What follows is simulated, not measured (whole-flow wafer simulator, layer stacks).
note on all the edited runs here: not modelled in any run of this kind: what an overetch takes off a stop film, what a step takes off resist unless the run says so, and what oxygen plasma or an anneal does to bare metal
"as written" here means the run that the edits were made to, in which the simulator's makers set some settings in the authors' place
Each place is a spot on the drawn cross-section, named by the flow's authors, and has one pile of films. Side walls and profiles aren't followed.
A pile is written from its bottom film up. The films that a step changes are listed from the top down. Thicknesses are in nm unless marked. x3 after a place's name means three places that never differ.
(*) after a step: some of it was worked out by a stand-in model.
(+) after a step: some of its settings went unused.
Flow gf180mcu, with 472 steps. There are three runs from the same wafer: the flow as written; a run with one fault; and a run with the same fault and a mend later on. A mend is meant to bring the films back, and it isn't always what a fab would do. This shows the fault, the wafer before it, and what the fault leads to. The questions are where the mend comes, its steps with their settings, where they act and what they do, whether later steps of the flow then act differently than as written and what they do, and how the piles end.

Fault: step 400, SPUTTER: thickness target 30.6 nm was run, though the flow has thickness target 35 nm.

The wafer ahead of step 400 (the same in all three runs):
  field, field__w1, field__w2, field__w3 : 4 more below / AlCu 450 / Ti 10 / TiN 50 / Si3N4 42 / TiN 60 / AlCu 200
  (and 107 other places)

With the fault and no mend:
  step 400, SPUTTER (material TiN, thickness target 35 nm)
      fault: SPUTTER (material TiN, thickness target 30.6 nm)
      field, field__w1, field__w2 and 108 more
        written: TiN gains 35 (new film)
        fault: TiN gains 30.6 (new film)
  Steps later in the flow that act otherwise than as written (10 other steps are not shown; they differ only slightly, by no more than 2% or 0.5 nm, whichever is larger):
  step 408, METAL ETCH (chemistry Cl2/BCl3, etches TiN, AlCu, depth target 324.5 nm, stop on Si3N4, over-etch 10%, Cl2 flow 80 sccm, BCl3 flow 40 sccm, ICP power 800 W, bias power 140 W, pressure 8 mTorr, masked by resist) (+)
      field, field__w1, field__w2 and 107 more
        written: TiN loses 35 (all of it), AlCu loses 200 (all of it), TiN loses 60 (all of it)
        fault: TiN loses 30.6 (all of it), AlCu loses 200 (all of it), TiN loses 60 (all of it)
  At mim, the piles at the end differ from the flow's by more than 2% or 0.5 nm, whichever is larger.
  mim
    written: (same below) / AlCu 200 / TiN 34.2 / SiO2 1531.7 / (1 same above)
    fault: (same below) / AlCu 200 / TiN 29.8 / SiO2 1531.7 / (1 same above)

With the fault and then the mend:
  The mend stands after step 407.
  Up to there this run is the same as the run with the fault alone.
  step 407a, STRIP (chemistry O2/N2, power 2160 W, pressure 1700 mTorr) (*)
      mim
        resist loses 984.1 (all of it)
  step 407b, SPUTTER (material TiN, thickness target 4.4 nm) (the flow's step 400 again, with other settings)
      field, field__w1, field__w2 and 108 more
        TiN gains 4.4
  step 407c, HMDS (120 C, 60 s) (the flow's step 402 again)
      does not change any film at any place that is followed
  step 407d, COAT (resist, thickness 1000 nm) (the flow's step 403 again)
      field, field__w1, field__w2 and 108 more
        resist gains 1000 (new film)
  step 407e, SOFTBAKE (resist) (the flow's step 404 again)
      does not change any film at any place that is followed
  step 407f, EXPOSE (photomask FuseTop) (the flow's step 405 again)
      does not change any film at any place that is followed
  step 407g, PEB (resist, 70.3 s) (the flow's step 406 again)
      field, field__w1, field__w2 and 108 more
        resist loses 15.9
  step 407h, DEVELOP (thickness 1000 nm, 60 s) (the flow's step 407 again)
      field, field__w1, field__w2 and 107 more
        resist loses 984.1 (all of it)
  None of the later steps of the flow acts differently than as written at any place that is followed.
  The piles end the same as the flow's at every place that both follow.
